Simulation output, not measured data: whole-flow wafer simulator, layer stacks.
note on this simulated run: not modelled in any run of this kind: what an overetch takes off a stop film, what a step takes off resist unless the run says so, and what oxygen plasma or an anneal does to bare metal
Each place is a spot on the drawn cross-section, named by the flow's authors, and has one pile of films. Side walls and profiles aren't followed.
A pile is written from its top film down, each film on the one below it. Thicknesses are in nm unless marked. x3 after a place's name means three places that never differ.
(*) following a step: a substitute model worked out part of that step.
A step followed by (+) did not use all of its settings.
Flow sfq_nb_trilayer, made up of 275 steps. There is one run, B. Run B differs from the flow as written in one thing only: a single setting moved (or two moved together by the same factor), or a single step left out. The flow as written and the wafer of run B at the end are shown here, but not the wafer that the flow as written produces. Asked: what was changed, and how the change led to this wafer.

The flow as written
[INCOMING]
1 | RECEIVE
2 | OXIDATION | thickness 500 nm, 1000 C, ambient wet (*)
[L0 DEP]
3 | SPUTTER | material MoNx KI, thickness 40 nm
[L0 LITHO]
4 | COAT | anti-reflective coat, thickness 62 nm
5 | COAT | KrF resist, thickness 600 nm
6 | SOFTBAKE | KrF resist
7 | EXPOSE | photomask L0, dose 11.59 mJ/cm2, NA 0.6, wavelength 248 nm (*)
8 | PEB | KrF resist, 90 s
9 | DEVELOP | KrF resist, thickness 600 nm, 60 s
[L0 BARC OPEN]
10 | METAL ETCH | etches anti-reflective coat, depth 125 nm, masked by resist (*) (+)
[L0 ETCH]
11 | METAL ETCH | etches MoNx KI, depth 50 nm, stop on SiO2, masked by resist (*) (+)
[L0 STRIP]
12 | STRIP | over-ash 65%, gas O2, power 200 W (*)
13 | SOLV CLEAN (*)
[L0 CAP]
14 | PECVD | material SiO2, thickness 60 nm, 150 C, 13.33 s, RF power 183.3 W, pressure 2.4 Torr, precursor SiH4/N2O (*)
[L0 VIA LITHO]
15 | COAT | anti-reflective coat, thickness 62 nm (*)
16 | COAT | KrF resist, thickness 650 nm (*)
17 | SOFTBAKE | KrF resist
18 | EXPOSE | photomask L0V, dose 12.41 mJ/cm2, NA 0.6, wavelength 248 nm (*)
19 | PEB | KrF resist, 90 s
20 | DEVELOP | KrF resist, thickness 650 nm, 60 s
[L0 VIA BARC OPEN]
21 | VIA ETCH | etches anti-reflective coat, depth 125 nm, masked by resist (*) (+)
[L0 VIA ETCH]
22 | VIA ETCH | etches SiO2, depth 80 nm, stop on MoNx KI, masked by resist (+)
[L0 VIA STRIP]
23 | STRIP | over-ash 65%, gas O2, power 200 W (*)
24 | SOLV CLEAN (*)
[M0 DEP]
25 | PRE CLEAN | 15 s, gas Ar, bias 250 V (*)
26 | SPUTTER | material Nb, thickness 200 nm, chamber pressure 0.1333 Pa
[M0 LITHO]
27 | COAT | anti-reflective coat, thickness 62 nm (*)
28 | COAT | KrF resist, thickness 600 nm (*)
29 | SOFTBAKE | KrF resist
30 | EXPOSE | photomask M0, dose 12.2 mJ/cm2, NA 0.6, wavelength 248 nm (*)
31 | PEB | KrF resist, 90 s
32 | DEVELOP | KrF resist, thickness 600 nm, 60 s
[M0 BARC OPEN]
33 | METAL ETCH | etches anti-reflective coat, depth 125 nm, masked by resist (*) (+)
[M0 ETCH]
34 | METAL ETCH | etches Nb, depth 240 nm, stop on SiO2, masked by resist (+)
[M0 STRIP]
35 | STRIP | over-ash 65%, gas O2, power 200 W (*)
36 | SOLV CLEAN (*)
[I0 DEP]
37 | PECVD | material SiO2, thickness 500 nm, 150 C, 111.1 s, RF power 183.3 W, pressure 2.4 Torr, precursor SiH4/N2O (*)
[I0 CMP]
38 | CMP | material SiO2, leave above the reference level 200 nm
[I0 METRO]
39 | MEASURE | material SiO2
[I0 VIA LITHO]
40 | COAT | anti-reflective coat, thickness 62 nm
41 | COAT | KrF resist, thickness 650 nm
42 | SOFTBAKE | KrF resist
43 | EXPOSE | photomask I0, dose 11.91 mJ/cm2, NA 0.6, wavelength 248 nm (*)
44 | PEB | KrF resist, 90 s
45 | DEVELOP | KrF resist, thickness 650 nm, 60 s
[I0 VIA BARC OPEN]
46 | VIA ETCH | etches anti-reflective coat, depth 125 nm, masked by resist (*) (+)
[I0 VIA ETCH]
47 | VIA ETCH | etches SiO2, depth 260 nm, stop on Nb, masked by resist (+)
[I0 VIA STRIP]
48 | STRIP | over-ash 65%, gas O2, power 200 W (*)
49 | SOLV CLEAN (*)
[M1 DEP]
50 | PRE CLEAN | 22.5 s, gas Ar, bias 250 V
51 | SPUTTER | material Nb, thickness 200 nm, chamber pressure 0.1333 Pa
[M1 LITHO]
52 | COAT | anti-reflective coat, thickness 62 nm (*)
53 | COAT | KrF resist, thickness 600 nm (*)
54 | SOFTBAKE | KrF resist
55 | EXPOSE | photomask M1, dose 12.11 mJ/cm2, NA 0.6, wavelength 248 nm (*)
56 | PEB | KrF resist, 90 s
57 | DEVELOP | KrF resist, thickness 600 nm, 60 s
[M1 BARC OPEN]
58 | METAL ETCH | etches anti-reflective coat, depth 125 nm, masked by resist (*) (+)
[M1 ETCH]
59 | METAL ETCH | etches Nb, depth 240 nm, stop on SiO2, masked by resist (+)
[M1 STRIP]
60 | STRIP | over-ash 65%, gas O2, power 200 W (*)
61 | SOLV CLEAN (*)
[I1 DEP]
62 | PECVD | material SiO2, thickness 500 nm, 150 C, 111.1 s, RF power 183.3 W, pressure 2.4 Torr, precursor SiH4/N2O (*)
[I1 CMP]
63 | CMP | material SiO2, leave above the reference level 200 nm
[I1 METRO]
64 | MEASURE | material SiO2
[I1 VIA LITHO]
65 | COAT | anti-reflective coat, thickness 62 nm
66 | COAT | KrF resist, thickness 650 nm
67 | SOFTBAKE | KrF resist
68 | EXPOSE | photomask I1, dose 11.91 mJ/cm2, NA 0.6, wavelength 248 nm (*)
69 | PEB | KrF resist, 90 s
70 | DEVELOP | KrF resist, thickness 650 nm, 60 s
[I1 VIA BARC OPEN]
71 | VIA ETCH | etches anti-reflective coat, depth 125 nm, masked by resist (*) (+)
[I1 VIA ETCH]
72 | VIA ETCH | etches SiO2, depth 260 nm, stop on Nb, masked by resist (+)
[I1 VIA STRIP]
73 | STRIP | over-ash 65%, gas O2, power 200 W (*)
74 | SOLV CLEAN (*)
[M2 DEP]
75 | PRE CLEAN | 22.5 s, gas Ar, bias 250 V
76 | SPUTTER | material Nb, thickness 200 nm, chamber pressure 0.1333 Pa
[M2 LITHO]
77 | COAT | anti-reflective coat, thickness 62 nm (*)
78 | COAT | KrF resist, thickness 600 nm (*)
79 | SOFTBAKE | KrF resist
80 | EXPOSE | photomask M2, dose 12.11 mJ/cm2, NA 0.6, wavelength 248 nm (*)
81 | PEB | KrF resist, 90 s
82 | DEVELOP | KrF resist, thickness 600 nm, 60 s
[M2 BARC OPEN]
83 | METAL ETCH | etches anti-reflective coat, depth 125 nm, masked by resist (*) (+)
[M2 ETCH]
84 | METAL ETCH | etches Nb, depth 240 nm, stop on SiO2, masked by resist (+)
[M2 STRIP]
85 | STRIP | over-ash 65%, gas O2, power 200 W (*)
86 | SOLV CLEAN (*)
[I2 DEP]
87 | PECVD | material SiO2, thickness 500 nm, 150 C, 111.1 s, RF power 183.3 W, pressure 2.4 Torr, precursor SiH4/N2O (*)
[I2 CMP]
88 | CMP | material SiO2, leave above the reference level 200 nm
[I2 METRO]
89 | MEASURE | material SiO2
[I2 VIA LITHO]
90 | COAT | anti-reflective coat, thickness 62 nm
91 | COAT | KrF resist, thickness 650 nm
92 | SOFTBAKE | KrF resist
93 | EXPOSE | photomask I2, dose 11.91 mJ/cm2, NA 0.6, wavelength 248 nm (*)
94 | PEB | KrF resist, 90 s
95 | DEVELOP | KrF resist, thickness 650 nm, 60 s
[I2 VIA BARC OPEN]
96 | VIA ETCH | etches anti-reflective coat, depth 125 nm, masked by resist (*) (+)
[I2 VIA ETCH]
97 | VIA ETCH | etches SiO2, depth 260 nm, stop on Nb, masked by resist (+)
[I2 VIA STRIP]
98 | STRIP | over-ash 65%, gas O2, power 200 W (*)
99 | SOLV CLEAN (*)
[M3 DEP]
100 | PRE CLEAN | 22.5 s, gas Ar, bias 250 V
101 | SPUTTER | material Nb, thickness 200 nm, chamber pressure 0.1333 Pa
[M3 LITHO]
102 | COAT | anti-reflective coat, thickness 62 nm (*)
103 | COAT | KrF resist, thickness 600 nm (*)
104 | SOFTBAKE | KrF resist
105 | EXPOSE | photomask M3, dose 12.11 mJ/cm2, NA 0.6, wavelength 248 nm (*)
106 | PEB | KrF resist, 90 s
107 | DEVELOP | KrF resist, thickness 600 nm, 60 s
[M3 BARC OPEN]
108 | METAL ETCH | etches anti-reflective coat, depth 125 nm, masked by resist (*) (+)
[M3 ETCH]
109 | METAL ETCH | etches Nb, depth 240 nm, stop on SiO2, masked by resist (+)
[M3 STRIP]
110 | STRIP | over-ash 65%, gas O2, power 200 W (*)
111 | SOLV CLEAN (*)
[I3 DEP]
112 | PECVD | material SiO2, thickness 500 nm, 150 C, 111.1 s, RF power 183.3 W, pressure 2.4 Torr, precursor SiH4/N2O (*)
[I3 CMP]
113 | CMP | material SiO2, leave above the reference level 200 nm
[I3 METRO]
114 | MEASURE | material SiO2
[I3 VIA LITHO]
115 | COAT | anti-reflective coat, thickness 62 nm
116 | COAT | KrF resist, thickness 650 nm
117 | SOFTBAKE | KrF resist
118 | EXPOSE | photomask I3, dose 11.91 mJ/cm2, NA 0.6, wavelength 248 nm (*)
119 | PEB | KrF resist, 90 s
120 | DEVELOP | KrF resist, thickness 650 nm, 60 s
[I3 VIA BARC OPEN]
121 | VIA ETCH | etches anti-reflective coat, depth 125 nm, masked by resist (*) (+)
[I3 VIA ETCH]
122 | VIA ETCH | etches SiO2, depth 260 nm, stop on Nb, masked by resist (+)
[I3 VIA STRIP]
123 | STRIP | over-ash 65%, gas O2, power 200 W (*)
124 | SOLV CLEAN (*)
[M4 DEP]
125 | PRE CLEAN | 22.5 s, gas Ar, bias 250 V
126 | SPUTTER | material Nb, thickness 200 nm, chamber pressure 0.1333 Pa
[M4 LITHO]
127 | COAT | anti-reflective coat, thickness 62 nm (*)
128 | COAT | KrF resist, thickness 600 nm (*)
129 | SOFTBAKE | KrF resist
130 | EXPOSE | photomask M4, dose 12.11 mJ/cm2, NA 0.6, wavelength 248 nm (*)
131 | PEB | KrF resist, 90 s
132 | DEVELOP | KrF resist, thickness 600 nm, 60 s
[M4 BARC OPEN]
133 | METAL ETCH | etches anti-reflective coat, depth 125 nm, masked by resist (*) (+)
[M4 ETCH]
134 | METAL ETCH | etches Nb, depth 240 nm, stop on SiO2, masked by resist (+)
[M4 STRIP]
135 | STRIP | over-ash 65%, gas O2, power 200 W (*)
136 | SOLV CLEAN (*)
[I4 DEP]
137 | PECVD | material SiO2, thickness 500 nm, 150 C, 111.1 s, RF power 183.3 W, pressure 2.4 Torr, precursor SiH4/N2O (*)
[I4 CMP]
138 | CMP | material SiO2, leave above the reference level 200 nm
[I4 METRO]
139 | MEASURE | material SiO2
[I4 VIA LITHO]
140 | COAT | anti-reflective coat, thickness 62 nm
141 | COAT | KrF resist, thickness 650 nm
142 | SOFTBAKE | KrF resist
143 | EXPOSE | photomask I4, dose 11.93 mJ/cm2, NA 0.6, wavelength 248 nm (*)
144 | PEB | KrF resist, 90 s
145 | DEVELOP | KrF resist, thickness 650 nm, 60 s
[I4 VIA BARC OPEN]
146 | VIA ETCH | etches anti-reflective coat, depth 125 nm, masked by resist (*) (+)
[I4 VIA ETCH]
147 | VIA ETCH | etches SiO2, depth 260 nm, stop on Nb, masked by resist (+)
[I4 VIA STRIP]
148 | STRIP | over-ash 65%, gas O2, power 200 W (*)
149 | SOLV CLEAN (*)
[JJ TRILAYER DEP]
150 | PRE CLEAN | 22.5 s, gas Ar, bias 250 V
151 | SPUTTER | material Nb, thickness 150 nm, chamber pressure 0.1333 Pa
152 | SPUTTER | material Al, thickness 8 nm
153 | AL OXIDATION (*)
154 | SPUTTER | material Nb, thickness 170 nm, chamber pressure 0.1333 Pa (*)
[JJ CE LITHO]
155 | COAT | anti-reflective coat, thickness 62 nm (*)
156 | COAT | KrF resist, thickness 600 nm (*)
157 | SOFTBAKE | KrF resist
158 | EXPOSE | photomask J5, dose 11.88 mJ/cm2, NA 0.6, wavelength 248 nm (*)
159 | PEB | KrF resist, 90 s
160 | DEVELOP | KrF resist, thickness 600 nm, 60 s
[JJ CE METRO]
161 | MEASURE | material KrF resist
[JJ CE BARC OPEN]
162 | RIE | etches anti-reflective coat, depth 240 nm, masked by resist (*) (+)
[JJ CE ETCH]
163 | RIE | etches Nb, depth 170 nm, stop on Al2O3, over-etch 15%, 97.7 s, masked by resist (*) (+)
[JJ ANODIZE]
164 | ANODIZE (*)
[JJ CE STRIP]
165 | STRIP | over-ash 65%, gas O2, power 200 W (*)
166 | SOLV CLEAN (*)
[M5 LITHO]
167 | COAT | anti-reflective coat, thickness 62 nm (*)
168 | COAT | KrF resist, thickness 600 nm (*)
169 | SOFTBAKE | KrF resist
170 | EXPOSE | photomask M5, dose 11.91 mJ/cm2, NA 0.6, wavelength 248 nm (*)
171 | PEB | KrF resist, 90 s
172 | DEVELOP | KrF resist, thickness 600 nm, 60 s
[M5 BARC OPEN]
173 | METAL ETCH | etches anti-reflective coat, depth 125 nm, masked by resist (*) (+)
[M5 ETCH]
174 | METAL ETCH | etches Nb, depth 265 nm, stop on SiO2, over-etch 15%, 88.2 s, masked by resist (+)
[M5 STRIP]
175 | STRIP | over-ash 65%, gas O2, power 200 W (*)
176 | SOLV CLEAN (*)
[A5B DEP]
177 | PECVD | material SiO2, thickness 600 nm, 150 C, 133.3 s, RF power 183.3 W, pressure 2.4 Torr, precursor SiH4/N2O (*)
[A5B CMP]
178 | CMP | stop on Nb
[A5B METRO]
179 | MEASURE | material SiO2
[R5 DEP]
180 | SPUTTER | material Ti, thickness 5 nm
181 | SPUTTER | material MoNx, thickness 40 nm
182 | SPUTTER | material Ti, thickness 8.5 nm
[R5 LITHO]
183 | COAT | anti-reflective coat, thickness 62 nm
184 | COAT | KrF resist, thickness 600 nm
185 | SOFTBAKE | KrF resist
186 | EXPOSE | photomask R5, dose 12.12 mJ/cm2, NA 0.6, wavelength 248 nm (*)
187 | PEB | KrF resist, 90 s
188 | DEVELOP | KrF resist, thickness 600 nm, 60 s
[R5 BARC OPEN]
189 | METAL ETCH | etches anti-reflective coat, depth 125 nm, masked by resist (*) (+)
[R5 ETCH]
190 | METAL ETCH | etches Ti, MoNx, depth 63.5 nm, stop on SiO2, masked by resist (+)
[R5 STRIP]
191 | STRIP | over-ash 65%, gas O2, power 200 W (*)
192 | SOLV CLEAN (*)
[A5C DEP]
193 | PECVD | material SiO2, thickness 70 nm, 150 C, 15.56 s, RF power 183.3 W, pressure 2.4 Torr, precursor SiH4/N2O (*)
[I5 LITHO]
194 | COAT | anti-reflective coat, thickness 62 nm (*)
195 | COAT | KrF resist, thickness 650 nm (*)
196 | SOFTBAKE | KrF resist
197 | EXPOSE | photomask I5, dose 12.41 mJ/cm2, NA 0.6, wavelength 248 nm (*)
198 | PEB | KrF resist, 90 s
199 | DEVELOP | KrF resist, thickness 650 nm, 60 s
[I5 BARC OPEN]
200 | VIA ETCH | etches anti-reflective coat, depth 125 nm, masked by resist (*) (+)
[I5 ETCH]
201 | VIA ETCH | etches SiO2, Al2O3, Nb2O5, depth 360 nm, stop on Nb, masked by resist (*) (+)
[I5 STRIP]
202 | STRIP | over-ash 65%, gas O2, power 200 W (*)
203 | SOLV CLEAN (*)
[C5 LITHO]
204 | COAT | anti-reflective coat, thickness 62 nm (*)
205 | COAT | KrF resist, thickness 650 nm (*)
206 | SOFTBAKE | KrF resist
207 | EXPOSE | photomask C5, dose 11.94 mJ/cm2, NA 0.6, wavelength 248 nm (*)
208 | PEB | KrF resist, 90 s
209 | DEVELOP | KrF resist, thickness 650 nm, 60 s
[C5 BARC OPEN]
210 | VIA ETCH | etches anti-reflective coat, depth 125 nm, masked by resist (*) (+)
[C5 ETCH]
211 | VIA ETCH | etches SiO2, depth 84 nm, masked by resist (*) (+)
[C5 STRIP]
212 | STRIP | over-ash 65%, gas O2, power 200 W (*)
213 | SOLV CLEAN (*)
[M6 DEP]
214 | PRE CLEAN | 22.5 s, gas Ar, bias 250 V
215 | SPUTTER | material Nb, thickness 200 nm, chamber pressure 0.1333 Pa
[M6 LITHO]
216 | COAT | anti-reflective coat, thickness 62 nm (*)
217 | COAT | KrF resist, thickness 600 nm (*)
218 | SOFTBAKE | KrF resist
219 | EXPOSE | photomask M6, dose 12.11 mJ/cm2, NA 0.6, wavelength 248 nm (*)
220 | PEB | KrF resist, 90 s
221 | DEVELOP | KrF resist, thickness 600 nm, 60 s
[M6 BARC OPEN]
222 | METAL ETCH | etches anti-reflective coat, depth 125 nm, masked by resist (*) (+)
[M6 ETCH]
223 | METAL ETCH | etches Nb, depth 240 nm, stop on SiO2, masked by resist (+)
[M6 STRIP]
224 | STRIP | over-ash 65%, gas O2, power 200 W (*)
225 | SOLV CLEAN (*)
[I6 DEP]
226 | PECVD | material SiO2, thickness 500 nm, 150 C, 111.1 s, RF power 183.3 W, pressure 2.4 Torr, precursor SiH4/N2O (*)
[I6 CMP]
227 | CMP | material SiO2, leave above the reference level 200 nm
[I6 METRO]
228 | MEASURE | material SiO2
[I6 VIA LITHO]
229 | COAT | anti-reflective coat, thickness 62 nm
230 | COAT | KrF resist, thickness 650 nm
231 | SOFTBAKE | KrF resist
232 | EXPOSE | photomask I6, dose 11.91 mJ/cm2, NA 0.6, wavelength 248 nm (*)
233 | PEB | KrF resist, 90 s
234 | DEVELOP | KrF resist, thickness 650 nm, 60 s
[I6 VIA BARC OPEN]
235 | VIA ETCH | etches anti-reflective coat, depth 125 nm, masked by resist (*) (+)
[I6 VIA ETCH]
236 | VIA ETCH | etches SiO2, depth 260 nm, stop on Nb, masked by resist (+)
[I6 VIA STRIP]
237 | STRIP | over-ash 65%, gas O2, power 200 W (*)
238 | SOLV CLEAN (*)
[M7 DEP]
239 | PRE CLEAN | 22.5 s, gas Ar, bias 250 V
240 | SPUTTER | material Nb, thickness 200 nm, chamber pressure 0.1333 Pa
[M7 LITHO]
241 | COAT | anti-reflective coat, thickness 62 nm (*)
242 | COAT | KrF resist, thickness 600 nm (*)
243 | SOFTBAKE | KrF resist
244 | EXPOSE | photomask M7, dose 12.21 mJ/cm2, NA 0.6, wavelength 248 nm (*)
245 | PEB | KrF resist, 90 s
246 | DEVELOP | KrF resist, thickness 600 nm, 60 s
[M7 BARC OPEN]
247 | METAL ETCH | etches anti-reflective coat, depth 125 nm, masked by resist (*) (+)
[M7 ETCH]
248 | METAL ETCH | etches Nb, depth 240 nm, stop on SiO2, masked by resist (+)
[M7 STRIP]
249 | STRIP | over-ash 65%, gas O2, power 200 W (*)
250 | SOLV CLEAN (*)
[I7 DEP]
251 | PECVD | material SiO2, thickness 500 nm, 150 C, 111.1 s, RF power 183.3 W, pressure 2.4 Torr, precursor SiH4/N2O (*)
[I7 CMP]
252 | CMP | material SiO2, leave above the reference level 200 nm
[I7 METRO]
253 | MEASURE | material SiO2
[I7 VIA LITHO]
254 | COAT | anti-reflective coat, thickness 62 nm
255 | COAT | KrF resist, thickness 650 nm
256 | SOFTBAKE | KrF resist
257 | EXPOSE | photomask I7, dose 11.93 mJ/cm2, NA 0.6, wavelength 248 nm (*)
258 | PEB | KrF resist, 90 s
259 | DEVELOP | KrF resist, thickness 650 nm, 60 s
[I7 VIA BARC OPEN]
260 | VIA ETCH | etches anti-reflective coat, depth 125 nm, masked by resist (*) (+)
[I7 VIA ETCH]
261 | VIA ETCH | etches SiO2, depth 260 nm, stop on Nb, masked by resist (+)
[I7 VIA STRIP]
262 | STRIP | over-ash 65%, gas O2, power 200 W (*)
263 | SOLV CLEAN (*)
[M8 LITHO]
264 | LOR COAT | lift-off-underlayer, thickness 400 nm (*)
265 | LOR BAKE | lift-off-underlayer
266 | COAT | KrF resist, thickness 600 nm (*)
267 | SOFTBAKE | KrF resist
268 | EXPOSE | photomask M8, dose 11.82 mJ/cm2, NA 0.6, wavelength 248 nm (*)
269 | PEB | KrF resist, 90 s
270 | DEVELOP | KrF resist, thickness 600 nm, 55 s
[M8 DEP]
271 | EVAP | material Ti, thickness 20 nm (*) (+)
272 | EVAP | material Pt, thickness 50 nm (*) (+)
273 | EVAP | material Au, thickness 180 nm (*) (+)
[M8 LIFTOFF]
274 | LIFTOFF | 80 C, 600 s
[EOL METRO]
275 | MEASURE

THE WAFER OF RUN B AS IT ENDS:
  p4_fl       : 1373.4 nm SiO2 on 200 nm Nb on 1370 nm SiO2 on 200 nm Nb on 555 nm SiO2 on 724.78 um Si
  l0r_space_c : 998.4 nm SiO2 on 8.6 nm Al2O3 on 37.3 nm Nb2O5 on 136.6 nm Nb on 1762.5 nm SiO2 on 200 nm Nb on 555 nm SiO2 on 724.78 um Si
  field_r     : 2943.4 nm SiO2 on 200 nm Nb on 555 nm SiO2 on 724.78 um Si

What caused this: step 152, SPUTTER: thickness 5.52 nm was run, though the flow has thickness 8 nm.

Step by step, how the change led to this:
  152 | SPUTTER | material Al, thickness 8 nm
      field_l, v_sur, via_sp and 100 more: Al gains 5.52 (new film) (as written it would have been: Al gains 8 (new film))
      via_wl, via_wr: Al gains 3.55 (new film) (as written it would have been: Al gains 5.14 (new film))
      (and at 1 other place as well)
  164 | ANODIZE (*)
      field_l, v_sur, via_sp and 96 more: Al2O3 gains 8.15, Nb2O5 gains 37.3 (new film), Al loses 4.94 (all of it), Nb loses 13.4 (as written it would have been: Al2O3 gains 12.2, Nb2O5 gains 29.9 (new film), Al loses 7.42 (all of it), Nb loses 10.8)
      via_wl, via_wr: Al2O3 gains 4.89 (new film), Nb2O5 gains 43.9 (new film), Al loses 2.97 (all of it), Nb loses 15.8 (as written it would have been: Al2O3 gains 7.52 (new film), Nb2O5 gains 39.2 (new film), Al loses 4.56 (all of it), Nb loses 14.1)
      (and at 1 other place as well)
  167 | COAT | anti-reflective coat, thickness 62 nm (*)
      ce_r: anti-reflective coat gains 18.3 (new film) (as written it would have been: anti-reflective coat gains 19.7 (new film))
  174 | METAL ETCH | etches Nb, depth 265 nm, stop on SiO2, over-etch 15%, 88.2 s, masked by resist (+)
      r_sur, res, r_end and 48 more: Al2O3 loses 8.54 (all of it), Nb2O5 loses 37.3 (all of it), Nb loses 136.6 (all of it), SiO2 loses 12.2 (as written it would have been: Al2O3 loses 12.6 (all of it), Nb2O5 loses 29.9 (all of it), Nb loses 139.2 (all of it), SiO2 loses 12.3)
      field_l, wl_a_sl: Al2O3 loses 8.53 (all of it), Nb2O5 loses 37.3 (all of it), Nb loses 136.6 (all of it), SiO2 loses 12.2 (as written it would have been: Al2O3 loses 12.6 (all of it), Nb2O5 loses 29.9 (all of it), Nb loses 139.2 (all of it), SiO2 loses 12.3)
  175 | STRIP | over-ash 65%, gas O2, power 200 W (*)
      ce_r: KrF resist loses 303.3 (all of it), anti-reflective coat loses 18.3 (all of it) (as written it would have been: KrF resist loses 299.9 (all of it), anti-reflective coat loses 19.7 (all of it))
  201 | VIA ETCH | etches SiO2, Al2O3, Nb2O5, depth 360 nm, stop on Nb, masked by resist (*) (+)
      be: SiO2 loses 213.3 (all of it), Al2O3 loses 8.6 (all of it), Nb2O5 loses 37.3 (all of it) (as written it would have been: SiO2 loses 216.4 (all of it), Al2O3 loses 12.7 (all of it), Nb2O5 loses 29.9 (all of it))
